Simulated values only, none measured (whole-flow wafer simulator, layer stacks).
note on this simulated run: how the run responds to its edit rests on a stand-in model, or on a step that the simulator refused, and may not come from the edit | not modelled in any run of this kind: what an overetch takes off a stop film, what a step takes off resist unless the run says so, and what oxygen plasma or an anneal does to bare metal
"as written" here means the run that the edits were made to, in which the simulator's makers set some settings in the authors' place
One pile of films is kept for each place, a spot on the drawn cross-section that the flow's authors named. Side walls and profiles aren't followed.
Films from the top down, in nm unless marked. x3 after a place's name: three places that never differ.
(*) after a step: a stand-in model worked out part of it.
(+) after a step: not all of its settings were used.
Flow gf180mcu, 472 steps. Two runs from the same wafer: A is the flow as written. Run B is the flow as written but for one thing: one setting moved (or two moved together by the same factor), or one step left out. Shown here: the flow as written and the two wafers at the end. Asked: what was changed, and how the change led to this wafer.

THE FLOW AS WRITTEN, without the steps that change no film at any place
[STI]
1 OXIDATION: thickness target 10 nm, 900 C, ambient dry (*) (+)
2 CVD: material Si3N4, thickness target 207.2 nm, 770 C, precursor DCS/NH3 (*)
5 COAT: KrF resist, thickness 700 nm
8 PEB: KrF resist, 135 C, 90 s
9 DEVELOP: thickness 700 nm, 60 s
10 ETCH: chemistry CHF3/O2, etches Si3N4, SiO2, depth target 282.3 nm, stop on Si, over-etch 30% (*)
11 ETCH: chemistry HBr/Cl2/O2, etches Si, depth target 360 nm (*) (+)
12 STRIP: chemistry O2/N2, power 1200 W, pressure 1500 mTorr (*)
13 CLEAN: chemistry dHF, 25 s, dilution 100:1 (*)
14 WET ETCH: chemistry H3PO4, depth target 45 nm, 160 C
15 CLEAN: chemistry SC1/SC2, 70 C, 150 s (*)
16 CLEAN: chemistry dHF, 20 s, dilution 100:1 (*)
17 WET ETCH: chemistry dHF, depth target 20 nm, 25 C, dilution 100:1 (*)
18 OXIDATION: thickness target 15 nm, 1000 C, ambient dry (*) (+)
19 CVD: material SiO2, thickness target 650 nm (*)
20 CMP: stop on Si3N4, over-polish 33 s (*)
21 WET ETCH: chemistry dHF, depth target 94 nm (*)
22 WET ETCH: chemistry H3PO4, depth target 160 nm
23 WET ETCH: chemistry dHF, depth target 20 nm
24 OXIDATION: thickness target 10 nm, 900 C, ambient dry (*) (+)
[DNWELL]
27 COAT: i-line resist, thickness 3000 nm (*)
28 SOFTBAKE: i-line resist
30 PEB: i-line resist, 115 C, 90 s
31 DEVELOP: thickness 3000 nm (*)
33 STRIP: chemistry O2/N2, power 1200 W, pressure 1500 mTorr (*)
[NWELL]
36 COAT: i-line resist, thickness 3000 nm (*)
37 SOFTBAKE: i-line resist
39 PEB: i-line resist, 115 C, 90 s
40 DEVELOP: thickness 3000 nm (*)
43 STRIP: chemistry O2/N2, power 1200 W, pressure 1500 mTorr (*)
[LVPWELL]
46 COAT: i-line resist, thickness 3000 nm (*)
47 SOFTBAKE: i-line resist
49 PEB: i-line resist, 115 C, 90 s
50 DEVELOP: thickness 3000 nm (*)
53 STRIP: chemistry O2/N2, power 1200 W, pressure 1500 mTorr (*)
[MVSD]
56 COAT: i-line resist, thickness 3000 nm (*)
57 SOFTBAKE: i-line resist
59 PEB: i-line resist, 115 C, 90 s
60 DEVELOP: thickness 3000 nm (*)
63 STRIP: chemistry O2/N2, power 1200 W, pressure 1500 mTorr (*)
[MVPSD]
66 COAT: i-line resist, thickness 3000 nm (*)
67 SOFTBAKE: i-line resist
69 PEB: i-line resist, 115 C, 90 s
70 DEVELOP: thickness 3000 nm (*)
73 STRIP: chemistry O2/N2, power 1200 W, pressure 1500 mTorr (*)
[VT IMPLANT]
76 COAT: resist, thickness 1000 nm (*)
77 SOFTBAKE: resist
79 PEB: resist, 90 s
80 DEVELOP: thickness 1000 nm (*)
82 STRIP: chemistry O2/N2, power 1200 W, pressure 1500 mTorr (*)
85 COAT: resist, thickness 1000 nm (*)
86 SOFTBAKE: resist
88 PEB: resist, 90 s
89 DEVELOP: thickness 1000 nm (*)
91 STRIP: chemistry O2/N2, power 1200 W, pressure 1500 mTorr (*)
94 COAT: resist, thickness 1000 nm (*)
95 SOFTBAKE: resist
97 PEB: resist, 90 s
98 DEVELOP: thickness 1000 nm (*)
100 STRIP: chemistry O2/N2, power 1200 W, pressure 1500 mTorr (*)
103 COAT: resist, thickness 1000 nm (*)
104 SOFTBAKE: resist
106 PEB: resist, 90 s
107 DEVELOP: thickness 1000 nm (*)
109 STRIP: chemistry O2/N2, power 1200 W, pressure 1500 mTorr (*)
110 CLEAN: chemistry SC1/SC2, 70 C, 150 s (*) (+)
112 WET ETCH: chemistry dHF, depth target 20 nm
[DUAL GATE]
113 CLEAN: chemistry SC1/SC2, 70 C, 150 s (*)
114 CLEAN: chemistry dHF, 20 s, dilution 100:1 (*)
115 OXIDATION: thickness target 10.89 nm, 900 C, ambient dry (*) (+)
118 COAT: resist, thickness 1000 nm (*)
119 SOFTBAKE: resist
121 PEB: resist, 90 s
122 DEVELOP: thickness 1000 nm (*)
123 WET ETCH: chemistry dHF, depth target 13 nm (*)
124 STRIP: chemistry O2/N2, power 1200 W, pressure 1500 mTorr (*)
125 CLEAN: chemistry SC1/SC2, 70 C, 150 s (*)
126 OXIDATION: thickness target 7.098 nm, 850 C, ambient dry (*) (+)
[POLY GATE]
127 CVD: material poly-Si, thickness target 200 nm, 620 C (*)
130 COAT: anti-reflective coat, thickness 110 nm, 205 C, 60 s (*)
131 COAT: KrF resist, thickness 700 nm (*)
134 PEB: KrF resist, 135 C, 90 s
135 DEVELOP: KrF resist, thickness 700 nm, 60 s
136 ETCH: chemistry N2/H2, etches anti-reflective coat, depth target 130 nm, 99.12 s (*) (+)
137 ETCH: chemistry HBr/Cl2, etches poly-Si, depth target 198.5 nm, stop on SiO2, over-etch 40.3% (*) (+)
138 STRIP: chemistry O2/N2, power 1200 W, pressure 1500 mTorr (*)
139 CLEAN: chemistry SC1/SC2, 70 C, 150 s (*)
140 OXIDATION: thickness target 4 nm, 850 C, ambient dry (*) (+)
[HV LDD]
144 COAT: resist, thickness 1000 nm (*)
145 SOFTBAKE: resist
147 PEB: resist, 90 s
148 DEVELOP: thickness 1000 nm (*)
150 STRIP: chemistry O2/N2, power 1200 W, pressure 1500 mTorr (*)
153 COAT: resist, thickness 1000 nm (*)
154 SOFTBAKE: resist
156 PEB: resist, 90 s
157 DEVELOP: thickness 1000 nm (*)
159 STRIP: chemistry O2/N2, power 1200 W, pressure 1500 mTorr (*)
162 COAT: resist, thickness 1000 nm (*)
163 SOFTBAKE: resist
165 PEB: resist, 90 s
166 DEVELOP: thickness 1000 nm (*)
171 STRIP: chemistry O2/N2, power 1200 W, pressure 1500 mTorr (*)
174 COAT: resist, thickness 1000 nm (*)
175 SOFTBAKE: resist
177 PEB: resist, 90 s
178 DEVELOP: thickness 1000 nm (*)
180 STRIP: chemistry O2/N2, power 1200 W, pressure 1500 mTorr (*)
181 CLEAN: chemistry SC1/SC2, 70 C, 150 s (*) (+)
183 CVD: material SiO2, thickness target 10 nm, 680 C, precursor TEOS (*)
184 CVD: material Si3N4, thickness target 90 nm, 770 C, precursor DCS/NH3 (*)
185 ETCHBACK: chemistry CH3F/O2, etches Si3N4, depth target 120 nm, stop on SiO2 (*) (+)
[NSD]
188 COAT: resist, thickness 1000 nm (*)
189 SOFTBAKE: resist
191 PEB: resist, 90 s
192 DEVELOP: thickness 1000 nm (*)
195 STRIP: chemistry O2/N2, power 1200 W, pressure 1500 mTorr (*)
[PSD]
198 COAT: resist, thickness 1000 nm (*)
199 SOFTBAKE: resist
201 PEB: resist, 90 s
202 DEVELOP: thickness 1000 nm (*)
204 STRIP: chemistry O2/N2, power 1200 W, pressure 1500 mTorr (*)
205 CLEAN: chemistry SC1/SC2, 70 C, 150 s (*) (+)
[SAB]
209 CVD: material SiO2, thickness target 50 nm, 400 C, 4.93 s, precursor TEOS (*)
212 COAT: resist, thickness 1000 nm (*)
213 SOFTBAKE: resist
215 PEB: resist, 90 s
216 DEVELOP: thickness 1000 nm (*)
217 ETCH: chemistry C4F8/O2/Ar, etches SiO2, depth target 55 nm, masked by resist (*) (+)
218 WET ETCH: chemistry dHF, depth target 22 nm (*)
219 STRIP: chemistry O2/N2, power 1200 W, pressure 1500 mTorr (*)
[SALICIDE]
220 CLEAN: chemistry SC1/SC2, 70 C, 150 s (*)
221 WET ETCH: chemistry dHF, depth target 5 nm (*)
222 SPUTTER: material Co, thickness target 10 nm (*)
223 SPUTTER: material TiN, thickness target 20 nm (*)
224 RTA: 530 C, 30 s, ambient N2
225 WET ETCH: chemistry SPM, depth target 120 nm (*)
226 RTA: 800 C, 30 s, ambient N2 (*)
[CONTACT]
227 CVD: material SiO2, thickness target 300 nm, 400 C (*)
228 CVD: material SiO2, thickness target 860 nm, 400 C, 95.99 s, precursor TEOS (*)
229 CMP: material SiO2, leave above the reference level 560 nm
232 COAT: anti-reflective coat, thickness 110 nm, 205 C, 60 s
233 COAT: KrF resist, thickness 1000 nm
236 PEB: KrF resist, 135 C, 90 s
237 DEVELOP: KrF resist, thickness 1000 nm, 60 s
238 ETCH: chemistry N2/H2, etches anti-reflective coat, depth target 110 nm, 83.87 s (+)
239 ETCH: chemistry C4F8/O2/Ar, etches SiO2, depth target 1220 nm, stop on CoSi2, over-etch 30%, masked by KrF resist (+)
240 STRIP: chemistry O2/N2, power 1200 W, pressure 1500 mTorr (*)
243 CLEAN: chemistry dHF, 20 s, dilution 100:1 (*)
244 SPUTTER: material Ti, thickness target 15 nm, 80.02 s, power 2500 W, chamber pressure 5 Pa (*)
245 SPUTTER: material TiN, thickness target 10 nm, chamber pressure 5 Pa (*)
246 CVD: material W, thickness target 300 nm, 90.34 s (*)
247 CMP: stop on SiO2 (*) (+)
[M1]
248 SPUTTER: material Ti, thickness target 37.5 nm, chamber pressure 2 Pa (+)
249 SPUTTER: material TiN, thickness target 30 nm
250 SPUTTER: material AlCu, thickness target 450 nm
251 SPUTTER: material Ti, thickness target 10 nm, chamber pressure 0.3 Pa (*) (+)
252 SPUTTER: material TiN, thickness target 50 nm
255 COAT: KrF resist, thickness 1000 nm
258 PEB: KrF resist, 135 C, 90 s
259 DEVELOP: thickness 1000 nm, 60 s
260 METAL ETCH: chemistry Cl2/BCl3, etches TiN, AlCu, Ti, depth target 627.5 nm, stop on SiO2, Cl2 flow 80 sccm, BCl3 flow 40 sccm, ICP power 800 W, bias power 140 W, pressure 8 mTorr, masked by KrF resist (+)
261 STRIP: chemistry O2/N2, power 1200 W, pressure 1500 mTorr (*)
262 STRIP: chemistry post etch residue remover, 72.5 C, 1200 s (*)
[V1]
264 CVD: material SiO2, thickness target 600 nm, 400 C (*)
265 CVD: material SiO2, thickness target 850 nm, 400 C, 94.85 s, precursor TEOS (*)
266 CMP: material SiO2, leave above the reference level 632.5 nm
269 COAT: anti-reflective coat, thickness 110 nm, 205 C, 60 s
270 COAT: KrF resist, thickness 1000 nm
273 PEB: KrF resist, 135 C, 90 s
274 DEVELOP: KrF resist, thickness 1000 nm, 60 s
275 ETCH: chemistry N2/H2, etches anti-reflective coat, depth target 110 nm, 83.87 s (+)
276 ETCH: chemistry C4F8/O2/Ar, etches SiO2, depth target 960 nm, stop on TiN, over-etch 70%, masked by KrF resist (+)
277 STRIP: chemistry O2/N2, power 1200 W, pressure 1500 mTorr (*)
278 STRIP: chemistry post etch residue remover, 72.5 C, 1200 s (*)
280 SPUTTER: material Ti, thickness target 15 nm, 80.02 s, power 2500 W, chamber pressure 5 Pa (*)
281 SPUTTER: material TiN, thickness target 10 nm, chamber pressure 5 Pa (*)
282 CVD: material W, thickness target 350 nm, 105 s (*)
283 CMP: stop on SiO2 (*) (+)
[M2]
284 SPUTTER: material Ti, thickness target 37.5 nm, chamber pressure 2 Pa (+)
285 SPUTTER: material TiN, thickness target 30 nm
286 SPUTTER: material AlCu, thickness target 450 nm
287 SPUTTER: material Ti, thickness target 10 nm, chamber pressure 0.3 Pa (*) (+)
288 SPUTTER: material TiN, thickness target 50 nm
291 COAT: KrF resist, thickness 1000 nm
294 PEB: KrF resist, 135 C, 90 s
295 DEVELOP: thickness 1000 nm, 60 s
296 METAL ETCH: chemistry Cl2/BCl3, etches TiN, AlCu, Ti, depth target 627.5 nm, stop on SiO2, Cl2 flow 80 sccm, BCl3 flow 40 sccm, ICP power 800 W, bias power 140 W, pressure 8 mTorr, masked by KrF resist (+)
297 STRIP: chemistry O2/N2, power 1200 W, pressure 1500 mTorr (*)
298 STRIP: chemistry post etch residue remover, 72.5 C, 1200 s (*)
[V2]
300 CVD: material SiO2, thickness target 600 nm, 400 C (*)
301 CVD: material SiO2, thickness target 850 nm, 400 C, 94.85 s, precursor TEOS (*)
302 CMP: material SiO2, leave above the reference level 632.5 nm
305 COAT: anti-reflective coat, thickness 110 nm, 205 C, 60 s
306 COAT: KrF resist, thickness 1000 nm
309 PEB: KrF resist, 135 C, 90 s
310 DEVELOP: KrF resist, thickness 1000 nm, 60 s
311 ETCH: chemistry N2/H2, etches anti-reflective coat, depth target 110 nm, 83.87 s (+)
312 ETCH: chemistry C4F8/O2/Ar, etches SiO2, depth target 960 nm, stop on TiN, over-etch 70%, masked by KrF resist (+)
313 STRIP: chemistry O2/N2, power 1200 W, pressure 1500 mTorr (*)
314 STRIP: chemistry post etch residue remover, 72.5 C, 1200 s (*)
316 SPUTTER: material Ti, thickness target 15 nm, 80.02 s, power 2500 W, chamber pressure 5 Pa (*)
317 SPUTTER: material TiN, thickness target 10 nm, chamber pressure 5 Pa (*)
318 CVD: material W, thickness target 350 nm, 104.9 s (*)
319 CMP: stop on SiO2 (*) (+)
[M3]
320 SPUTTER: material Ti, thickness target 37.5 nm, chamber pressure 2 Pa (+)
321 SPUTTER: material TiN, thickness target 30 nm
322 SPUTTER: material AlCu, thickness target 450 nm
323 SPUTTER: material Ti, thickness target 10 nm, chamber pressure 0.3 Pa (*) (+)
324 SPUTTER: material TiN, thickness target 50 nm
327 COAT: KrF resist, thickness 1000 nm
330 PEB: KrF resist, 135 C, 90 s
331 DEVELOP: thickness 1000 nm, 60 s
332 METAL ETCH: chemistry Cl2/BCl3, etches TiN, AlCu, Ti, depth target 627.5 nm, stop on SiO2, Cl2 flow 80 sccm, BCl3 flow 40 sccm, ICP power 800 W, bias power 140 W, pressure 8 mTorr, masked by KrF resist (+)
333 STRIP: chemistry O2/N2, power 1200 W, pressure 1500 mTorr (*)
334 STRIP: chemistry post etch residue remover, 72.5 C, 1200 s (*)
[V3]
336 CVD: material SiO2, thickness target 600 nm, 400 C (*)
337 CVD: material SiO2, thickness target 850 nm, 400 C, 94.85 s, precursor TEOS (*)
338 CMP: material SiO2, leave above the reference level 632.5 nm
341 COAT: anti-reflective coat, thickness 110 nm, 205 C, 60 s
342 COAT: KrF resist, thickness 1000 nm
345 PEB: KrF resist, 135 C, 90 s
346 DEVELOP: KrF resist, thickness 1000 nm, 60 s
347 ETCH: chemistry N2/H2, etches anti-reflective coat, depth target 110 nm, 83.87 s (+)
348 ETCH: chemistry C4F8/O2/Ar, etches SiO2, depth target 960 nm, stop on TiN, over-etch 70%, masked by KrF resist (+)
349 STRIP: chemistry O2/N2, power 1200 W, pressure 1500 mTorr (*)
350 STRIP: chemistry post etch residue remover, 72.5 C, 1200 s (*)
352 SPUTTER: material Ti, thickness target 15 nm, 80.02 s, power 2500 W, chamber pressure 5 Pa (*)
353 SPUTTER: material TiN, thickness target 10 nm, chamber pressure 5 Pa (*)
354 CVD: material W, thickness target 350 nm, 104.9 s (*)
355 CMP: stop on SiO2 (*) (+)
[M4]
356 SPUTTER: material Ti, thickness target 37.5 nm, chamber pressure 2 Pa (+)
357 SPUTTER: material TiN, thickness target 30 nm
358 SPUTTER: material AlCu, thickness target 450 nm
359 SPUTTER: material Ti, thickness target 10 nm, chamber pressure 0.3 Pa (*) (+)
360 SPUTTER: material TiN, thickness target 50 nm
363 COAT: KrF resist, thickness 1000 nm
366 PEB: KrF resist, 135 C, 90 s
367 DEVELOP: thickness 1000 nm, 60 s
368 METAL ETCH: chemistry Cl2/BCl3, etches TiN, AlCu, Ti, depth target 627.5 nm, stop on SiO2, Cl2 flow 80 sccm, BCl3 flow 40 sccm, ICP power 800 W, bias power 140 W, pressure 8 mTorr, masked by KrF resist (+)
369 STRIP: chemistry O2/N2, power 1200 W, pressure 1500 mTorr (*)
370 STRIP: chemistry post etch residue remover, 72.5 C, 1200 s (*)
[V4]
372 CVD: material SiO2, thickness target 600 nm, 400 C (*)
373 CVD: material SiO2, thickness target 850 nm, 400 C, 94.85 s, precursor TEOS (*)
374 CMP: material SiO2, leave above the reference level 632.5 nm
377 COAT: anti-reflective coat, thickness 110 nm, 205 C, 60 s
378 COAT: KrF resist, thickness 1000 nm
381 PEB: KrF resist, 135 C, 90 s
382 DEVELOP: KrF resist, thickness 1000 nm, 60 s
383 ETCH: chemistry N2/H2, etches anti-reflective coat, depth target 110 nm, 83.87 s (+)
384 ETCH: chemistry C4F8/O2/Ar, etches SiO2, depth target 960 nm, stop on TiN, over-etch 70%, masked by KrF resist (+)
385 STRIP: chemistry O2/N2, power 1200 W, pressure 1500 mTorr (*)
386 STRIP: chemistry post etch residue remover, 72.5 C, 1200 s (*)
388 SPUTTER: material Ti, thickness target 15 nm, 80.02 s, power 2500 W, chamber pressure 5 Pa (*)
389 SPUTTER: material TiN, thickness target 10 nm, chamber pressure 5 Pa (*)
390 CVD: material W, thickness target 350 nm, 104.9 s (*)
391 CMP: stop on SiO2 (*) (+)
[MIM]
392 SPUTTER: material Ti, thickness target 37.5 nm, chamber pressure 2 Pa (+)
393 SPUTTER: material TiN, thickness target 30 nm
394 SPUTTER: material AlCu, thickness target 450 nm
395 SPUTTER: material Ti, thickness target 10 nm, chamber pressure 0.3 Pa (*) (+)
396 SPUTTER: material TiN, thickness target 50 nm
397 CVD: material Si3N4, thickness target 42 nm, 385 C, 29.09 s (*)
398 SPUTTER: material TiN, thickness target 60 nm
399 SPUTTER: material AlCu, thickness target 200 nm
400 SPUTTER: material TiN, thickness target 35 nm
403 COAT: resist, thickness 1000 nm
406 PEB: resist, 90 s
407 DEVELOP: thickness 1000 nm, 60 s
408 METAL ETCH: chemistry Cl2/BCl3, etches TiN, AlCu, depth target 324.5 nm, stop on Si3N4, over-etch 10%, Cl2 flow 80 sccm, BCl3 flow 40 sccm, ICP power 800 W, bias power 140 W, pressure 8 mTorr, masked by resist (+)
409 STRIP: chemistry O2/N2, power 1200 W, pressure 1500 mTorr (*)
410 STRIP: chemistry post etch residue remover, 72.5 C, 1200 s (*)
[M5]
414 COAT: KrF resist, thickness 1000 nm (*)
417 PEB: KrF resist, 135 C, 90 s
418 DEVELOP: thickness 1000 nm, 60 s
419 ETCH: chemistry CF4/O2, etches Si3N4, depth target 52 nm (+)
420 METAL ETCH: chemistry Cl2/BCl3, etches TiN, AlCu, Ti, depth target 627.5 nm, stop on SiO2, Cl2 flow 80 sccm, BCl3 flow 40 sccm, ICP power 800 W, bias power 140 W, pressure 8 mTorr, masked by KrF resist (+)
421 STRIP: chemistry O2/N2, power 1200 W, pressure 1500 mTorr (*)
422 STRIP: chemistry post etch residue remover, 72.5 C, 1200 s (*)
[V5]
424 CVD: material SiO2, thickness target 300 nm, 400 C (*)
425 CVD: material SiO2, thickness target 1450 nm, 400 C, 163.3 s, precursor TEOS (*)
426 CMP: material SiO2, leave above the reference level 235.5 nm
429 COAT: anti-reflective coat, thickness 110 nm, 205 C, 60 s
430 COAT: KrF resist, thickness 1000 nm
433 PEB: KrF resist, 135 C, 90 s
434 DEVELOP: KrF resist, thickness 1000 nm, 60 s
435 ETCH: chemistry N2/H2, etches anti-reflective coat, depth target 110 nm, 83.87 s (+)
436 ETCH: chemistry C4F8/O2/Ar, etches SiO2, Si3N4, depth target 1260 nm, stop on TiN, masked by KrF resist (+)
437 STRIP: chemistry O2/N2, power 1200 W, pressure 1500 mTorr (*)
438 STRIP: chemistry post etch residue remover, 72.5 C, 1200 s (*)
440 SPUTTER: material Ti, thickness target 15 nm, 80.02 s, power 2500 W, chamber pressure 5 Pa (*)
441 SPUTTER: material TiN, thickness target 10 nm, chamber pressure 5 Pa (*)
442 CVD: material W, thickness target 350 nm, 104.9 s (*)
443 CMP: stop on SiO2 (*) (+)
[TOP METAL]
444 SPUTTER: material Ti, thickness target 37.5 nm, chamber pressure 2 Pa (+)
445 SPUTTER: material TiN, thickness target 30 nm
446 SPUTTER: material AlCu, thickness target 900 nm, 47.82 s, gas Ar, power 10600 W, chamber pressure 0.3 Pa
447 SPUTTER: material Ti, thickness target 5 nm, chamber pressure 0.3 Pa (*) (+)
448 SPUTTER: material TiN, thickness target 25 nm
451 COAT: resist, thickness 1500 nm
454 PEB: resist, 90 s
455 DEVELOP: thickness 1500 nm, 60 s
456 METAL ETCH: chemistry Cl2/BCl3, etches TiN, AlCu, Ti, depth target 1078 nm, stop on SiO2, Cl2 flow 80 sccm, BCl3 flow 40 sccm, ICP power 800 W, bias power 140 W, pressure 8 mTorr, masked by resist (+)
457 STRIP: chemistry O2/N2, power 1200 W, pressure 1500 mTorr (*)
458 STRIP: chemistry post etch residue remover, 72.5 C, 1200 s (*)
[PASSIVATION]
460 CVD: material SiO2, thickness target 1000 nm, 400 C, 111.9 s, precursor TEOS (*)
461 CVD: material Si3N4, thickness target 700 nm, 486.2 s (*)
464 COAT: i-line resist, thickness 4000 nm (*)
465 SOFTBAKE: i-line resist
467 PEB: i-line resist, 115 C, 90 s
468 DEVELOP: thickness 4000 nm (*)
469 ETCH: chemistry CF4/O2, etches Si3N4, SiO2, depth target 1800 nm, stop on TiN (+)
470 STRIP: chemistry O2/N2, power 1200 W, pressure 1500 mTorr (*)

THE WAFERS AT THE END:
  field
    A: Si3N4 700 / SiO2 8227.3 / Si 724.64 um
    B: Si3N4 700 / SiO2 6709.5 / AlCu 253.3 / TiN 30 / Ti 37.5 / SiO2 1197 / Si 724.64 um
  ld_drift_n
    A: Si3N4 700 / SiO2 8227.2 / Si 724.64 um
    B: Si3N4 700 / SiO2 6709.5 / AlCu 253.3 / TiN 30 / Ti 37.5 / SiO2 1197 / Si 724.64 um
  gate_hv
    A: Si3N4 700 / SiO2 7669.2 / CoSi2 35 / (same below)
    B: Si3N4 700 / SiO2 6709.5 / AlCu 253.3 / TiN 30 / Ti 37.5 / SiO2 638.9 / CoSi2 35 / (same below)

The cause: step 260, METAL ETCH: depth target 251 nm was run, where the flow has depth target 627.5 nm.

How the change led to this, step by step:
  260 METAL ETCH: chemistry Cl2/BCl3, etches TiN, AlCu, Ti, depth target 627.5 nm, stop on SiO2, Cl2 flow 80 sccm, BCl3 flow 40 sccm, ICP power 800 W, bias power 140 W, pressure 8 mTorr, masked by KrF resist (+)
      field, field__w1, field__w2 and 99 more: A TiN -50 (all of it), Ti -10 (all of it), AlCu -450 (all of it), TiN -30 (all of it), Ti -37.5 (all of it) | B TiN -50 (all of it), Ti -10 (all of it), AlCu -191
      field__w8, contact, m1 and 6 more: A KrF resist -251 | B KrF resist -100.4
  261 STRIP: chemistry O2/N2, power 1200 W, pressure 1500 mTorr (*)
      field__w8, contact, m1 and 6 more: A KrF resist -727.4 (all of it) | B KrF resist -878 (all of it)
  262 STRIP: chemistry post etch residue remover, 72.5 C, 1200 s (*)
      field, field__w1, field__w2 and 99 more: A nothing | B AlCu -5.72
  264 CVD: material SiO2, thickness target 600 nm, 400 C (*)
      field, field__w1, field__w2 and 99 more: A SiO2 +600 | B SiO2 +600 (new film)
  266 CMP: material SiO2, leave above the reference level 632.5 nm
      field, field__w1, field__w2 and 99 more: A SiO2 -300 | B SiO2 -620.8
Counting metal films that touch as one body, field has 1 body; the flow as written gives 0 bodies.
Counting metal films that touch as one body, ld_drift_n has 1 body; the flow as written gives 0 bodies.
Counting metal films that touch as one body, gate_hv has 2 bodies (between them, from the top down: SiO2 638.9); the flow as written gives 1 body.
